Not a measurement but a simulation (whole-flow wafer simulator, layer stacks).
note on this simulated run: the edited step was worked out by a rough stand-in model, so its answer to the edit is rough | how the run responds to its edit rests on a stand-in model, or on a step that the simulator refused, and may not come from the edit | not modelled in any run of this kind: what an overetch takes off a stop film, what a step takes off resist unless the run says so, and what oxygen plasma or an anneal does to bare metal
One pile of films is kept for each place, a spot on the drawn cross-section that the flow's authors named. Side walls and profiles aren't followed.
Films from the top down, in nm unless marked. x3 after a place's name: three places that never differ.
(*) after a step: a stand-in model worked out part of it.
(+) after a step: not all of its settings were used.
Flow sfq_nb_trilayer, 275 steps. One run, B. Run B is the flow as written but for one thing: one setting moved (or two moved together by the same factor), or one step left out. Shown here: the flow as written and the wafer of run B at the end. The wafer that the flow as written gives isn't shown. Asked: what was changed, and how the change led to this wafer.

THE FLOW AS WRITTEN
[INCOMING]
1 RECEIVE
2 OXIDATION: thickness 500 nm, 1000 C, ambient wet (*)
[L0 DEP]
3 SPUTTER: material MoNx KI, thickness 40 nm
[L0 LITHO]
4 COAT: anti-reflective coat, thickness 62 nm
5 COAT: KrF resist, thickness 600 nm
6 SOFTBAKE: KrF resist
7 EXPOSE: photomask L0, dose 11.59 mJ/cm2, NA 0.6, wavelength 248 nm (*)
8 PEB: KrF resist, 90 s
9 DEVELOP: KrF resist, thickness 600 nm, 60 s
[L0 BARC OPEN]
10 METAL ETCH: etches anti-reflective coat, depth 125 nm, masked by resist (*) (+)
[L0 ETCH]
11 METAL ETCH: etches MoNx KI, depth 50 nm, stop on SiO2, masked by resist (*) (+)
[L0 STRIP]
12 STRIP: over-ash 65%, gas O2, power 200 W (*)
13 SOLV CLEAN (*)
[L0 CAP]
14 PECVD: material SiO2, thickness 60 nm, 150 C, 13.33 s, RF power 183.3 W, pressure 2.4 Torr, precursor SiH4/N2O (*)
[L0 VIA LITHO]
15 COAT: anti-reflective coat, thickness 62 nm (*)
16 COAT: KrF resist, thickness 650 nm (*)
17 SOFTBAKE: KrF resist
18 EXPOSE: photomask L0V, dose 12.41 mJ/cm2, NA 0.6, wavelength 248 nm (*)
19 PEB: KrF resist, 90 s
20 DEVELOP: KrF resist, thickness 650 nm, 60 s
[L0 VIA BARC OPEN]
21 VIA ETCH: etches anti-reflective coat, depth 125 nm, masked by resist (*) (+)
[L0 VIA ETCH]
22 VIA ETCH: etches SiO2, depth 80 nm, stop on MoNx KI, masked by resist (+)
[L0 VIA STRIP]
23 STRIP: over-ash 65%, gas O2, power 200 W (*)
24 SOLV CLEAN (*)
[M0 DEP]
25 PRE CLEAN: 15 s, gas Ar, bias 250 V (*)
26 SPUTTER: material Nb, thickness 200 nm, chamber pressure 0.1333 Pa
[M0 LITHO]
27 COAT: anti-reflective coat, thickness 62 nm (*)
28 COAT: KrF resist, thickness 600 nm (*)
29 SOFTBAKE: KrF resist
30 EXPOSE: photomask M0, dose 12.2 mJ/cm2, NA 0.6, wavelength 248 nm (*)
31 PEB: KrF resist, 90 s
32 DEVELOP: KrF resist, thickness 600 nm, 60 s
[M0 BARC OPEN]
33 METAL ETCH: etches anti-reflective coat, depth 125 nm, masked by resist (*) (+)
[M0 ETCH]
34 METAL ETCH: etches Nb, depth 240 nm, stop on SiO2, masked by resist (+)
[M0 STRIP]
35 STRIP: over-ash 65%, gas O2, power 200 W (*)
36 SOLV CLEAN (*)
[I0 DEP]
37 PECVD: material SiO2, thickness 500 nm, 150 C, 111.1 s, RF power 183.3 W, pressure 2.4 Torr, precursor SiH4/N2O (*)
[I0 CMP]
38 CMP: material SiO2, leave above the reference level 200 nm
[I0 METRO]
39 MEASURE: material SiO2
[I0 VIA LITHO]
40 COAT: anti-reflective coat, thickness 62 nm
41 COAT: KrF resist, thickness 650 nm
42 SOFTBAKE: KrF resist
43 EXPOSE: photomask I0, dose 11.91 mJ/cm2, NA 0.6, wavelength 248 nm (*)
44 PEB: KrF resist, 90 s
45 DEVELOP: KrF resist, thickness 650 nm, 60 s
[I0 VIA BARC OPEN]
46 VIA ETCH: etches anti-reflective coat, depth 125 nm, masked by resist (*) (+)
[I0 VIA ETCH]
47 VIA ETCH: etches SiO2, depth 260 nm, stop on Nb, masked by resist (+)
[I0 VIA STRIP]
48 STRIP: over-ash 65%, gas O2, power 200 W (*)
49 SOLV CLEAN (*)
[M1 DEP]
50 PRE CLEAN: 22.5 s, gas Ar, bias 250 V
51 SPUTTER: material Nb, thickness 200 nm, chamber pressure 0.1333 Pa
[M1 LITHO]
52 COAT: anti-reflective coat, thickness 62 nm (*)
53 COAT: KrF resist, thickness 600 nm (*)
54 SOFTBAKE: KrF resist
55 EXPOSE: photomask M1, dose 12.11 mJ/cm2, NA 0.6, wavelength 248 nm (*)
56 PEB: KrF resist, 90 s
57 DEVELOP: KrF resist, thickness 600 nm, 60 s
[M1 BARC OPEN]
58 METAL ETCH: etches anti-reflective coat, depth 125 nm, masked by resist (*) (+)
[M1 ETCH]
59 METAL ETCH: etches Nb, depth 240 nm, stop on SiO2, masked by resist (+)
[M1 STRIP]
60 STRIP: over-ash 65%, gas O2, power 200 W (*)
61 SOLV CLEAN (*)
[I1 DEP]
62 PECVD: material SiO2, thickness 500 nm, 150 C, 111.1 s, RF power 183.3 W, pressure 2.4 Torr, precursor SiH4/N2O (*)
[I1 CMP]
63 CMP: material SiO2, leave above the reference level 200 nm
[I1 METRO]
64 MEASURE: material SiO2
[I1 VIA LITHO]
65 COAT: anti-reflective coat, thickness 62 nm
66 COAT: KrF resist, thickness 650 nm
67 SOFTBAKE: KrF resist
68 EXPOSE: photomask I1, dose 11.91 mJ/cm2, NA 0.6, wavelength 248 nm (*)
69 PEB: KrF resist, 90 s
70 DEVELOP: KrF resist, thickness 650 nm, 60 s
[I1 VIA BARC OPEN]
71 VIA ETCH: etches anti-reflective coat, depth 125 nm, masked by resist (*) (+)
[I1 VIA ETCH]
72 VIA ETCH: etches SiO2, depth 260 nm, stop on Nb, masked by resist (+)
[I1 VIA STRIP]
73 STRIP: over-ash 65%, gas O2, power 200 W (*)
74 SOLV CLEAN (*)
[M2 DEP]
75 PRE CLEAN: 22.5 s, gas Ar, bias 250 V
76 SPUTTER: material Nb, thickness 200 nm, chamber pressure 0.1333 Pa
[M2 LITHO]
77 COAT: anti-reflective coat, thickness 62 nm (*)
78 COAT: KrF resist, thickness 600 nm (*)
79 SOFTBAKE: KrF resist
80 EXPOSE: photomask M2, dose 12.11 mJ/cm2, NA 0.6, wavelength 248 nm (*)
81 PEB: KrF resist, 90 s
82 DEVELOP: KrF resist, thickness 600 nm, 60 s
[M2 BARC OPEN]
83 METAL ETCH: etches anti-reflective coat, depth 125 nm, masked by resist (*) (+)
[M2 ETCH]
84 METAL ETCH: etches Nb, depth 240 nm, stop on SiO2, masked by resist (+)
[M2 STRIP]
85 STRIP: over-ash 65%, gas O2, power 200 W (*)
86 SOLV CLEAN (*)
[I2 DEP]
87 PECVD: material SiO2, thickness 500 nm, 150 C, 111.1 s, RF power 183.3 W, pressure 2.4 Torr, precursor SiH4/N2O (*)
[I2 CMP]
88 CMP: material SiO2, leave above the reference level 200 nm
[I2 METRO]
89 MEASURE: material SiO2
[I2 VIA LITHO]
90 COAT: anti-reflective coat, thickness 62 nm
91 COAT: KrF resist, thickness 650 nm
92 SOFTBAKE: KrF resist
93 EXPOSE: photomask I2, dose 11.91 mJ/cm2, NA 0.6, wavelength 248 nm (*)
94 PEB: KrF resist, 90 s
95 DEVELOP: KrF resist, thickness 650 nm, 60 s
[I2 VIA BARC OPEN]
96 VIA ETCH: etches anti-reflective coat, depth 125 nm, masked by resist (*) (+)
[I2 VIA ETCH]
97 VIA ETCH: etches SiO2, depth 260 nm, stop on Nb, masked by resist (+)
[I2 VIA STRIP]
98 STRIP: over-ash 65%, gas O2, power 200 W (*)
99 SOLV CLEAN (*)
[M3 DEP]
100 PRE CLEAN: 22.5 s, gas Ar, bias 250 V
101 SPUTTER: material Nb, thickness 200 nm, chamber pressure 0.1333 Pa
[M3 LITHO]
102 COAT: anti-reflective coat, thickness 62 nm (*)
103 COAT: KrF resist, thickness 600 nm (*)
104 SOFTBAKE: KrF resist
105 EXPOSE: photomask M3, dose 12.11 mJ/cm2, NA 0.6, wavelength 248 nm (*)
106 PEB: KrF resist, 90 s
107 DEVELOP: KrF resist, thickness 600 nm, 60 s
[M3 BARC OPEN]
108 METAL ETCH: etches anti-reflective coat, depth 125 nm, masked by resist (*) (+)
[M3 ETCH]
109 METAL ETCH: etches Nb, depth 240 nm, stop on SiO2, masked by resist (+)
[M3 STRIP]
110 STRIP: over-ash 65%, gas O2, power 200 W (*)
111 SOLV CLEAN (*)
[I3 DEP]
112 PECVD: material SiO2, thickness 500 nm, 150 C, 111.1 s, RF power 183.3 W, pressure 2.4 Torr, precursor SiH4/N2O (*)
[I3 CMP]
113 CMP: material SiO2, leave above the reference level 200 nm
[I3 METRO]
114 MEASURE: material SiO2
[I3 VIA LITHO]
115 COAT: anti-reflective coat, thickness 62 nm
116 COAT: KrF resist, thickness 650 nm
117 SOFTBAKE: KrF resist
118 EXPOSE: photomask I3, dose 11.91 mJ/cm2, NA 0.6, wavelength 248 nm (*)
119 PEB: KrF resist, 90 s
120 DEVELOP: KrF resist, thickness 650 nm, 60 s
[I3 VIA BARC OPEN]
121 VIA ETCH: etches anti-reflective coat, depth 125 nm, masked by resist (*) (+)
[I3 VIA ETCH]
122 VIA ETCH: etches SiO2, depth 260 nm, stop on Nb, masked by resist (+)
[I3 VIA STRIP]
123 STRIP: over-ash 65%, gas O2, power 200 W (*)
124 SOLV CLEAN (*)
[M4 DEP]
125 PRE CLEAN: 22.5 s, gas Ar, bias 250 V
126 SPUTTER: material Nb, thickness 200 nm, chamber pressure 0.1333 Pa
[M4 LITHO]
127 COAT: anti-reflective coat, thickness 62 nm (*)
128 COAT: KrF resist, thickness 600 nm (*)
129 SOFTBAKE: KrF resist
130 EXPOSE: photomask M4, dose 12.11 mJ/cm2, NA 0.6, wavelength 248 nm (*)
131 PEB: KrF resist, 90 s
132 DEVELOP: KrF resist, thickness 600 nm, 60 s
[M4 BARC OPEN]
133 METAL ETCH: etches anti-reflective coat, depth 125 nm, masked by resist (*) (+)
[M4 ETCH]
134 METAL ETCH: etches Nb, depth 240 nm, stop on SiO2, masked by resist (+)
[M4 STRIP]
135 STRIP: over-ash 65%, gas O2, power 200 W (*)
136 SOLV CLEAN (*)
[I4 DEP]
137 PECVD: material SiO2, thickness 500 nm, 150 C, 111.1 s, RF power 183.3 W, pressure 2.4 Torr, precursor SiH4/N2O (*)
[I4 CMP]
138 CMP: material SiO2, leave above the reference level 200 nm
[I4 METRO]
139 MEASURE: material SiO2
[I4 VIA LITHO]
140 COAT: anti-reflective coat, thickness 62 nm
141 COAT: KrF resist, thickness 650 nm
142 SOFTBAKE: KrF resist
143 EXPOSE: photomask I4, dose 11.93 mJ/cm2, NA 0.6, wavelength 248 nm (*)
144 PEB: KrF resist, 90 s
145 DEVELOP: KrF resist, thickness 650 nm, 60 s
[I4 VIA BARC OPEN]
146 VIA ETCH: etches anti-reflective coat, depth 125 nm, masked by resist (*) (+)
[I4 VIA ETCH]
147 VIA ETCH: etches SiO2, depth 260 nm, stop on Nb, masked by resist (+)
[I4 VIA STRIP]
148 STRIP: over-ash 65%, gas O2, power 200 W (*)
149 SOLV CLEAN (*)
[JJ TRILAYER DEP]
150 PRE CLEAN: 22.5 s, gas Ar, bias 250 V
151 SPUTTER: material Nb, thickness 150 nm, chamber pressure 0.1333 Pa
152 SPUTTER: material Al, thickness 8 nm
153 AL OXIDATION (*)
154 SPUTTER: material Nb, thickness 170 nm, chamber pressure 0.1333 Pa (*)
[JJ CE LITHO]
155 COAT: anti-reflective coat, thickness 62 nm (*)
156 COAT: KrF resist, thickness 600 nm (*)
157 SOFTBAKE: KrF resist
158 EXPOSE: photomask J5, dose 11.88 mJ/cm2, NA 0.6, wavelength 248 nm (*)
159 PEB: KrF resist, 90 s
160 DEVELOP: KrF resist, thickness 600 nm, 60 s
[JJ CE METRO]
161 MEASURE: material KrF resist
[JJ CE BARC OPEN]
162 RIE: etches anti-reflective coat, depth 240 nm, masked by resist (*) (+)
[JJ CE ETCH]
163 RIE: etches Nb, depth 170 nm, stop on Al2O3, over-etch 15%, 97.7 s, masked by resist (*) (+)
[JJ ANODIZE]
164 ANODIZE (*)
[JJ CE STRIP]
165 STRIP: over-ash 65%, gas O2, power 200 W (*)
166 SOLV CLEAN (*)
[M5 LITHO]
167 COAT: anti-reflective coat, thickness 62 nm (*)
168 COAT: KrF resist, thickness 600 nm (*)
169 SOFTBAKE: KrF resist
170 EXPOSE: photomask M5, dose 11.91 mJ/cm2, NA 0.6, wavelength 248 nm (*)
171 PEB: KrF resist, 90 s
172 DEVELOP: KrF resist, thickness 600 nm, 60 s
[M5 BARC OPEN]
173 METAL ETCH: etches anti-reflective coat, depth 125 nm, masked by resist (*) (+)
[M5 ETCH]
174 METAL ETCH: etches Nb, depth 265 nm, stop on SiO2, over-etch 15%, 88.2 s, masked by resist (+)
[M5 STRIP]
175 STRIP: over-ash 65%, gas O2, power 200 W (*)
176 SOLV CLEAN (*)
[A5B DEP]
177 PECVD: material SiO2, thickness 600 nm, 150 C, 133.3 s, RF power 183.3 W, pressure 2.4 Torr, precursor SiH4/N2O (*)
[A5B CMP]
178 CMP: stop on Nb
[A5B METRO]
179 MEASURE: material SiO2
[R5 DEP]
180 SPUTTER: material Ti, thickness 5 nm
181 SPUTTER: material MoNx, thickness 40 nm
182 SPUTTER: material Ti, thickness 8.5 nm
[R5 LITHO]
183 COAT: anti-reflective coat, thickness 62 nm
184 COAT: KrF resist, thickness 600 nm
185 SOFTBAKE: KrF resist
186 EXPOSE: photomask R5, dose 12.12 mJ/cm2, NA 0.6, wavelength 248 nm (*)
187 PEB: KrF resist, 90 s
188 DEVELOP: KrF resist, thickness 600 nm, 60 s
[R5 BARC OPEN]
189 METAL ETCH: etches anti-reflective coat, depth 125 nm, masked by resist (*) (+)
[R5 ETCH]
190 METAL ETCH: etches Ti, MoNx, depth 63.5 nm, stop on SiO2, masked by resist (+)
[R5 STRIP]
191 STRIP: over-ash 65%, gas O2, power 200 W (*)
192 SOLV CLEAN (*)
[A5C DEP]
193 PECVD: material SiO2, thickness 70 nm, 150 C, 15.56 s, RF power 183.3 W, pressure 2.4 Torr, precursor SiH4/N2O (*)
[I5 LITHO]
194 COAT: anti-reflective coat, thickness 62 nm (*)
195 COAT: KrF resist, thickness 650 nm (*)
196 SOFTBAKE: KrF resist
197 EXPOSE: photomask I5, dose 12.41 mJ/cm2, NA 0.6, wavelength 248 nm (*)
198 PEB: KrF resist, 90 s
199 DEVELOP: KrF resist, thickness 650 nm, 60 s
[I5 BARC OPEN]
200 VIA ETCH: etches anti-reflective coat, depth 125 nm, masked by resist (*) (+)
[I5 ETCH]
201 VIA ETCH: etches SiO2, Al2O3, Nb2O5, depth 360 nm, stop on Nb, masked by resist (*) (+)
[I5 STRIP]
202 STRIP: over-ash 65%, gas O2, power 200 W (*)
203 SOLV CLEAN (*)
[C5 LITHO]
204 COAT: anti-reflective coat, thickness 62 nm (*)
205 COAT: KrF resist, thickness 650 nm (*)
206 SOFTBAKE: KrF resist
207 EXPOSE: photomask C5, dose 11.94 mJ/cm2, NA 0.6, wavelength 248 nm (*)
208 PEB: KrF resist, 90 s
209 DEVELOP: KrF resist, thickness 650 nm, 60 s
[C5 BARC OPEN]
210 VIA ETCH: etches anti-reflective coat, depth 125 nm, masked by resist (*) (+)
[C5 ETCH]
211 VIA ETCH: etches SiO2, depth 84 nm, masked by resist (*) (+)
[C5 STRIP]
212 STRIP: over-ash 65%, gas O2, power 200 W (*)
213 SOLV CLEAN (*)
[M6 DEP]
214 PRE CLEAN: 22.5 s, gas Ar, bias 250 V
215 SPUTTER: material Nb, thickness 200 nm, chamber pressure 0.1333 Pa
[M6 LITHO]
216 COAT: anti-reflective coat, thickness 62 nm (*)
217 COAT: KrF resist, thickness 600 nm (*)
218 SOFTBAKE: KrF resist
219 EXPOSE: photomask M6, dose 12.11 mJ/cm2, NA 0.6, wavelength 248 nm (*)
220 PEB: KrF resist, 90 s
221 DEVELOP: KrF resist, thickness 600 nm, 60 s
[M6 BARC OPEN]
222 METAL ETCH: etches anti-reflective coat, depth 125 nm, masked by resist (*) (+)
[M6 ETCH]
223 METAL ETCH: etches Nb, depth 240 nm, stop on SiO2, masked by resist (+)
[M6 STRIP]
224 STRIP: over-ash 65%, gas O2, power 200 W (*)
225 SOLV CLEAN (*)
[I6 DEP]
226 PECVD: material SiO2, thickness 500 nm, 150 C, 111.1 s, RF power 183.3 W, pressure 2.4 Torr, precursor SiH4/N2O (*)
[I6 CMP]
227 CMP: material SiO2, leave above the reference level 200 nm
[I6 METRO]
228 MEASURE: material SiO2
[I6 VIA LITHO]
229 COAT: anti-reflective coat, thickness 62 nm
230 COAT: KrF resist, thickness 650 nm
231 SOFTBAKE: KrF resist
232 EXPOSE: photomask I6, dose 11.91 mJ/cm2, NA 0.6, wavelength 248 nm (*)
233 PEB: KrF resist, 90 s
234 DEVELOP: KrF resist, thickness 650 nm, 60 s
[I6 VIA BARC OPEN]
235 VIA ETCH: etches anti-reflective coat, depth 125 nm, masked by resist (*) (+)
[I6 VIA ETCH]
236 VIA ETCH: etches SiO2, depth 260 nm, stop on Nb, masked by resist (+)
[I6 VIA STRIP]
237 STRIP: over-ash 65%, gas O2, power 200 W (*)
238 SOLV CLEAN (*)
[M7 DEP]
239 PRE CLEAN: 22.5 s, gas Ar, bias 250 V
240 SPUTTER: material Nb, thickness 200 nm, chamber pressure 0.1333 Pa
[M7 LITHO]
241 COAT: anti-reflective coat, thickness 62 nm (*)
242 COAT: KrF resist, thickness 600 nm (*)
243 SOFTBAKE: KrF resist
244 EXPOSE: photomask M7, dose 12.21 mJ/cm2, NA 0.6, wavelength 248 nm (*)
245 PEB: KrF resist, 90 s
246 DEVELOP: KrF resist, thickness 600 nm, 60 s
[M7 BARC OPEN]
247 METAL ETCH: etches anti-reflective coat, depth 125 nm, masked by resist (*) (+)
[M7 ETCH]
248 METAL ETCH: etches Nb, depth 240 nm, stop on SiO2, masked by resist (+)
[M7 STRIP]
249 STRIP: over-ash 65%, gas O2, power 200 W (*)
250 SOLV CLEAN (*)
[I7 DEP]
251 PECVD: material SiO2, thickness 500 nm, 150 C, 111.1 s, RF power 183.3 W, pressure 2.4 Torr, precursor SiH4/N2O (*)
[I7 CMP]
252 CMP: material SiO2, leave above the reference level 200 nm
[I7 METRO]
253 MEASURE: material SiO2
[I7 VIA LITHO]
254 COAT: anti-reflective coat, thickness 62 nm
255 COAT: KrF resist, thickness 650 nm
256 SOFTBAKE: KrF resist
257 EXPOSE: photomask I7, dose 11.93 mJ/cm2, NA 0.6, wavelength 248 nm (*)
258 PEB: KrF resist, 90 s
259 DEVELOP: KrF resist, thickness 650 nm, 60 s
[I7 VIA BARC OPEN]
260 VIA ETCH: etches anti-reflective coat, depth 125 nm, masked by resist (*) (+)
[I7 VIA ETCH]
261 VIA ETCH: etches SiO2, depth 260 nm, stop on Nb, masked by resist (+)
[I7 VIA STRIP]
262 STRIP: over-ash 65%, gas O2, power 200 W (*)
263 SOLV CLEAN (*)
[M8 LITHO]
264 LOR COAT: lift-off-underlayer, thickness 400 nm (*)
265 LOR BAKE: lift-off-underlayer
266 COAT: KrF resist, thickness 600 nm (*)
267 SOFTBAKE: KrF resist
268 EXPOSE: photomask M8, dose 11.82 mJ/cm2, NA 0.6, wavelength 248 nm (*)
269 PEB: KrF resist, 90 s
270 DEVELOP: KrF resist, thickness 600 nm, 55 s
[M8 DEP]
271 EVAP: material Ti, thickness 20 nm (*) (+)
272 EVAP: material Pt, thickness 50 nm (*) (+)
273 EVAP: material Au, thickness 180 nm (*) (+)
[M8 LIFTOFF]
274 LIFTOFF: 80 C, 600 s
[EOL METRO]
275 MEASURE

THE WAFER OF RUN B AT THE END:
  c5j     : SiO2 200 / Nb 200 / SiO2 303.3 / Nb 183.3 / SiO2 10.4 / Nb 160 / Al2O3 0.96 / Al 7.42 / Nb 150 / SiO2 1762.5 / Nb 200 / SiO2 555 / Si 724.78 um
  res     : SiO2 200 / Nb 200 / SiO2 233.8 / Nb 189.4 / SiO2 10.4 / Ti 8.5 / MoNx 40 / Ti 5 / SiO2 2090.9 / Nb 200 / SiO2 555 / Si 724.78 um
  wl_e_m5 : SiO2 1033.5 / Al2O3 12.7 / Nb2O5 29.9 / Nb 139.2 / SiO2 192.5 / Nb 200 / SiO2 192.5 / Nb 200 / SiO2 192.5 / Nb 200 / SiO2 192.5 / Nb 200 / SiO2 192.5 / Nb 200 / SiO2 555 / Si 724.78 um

The cause: step 193, PECVD: thickness 102 nm was run, where the flow has thickness 70 nm; step 193, PECVD: 22.56 s was run, where the flow has 15.56 s.

How the change led to this, step by step:
  193 PECVD: material SiO2, thickness 70 nm, 150 C, 15.56 s, RF power 183.3 W, pressure 2.4 Torr, precursor SiH4/N2O (*)
      field_l, v_sur, via_wl and 92 more: SiO2 +102 (as written it would be: SiO2 +70)
      ce_l, c5j, ce_r and 8 more: SiO2 +102 (new film) (as written it would be: SiO2 +70 (new film))
  201 VIA ETCH: etches SiO2, Al2O3, Nb2O5, depth 360 nm, stop on Nb, masked by resist (*) (+)
      be: SiO2 -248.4 (all of it), Al2O3 -12.7 (all of it), Nb2O5 -29.9 (all of it) (as written it would be: SiO2 -216.4 (all of it), Al2O3 -12.7 (all of it), Nb2O5 -29.9 (all of it))
  204 COAT: anti-reflective coat, thickness 62 nm (*)
      be: anti-reflective coat +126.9 (new film) (as written it would be: anti-reflective coat +122.2 (new film))
      be_sur: anti-reflective coat +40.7 (new film) (as written it would be: anti-reflective coat +41.8 (new film))
  205 COAT: KrF resist, thickness 650 nm (*)
      be: KrF resist +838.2 (new film) (as written it would be: KrF resist +815.3 (new film))
  211 VIA ETCH: etches SiO2, depth 84 nm, masked by resist (*) (+)
      c5j: SiO2 -84 (as written it would be: SiO2 -69.9 (all of it), Nb -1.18)
      res: SiO2 -84 (as written it would be: SiO2 -69.9 (all of it))
  212 STRIP: over-ash 65%, gas O2, power 200 W (*)
      be: KrF resist -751 (all of it), anti-reflective coat -126.9 (all of it) (as written it would be: KrF resist -728.2 (all of it), anti-reflective coat -122.2 (all of it))
      be_sur: KrF resist -557.7 (all of it), anti-reflective coat -40.7 (all of it) (as written it would be: KrF resist -559.6 (all of it), anti-reflective coat -41.8 (all of it))
  214 PRE CLEAN: 22.5 s, gas Ar, bias 250 V
      c5j: SiO2 -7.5 (as written it would be: Nb -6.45)
      res: SiO2 -7.5 (as written it would be: Ti -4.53)
  215 SPUTTER: material Nb, thickness 200 nm, chamber pressure 0.1333 Pa
      c5j: Nb +183.3 (new film) (as written it would be: Nb +188.4)
      be: Nb +140.3 (as written it would be: Nb +147.3)
  216 COAT: anti-reflective coat, thickness 62 nm (*)
      wire: anti-reflective coat +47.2 (new film) (as written it would be: anti-reflective coat +48.3 (new film))
      be: anti-reflective coat +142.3 (new film) (as written it would be: anti-reflective coat +136.7 (new film))
      (and at 6 more places)
  217 COAT: KrF resist, thickness 600 nm (*)
      be: KrF resist +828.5 (new film) (as written it would be: KrF resist +793.9 (new film))
  224 STRIP: over-ash 65%, gas O2, power 200 W (*)
      wire: KrF resist -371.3 (all of it), anti-reflective coat -47.2 (all of it) (as written it would be: KrF resist -369.8 (all of it), anti-reflective coat -48.3 (all of it))
      be: KrF resist -610.3 (all of it), anti-reflective coat -142.3 (all of it) (as written it would be: KrF resist -575.8 (all of it), anti-reflective coat -136.7 (all of it))
      (and at 6 more places)
  226 PECVD: material SiO2, thickness 500 nm, 150 C, 111.1 s, RF power 183.3 W, pressure 2.4 Torr, precursor SiH4/N2O (*)
      be: SiO2 +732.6 (new film) (as written it would be: SiO2 +693.5 (new film))
      c5j: SiO2 +533.8 (new film) (as written it would be: SiO2 +514.7 (new film))
  227 CMP: material SiO2, leave above the reference level 200 nm
      res: SiO2 -258.7 (as written it would be: SiO2 -279.4)
Counting metal films that touch as one body, c5j has 5 bodies (between them, from the top down: SiO2 303.3; SiO2 10.4; Al2O3 0.96; SiO2 1762.5); the flow as written gives 4 bodies (between them, from the top down: SiO2 284.2; Al2O3 0.96; SiO2 1762.5).
Counting metal films that touch as one body, res has 4 bodies (between them, from the top down: SiO2 233.8; SiO2 10.4; SiO2 2090.9); the flow as written gives 3 bodies (between them, from the top down: SiO2 213.1; SiO2 2090.9).
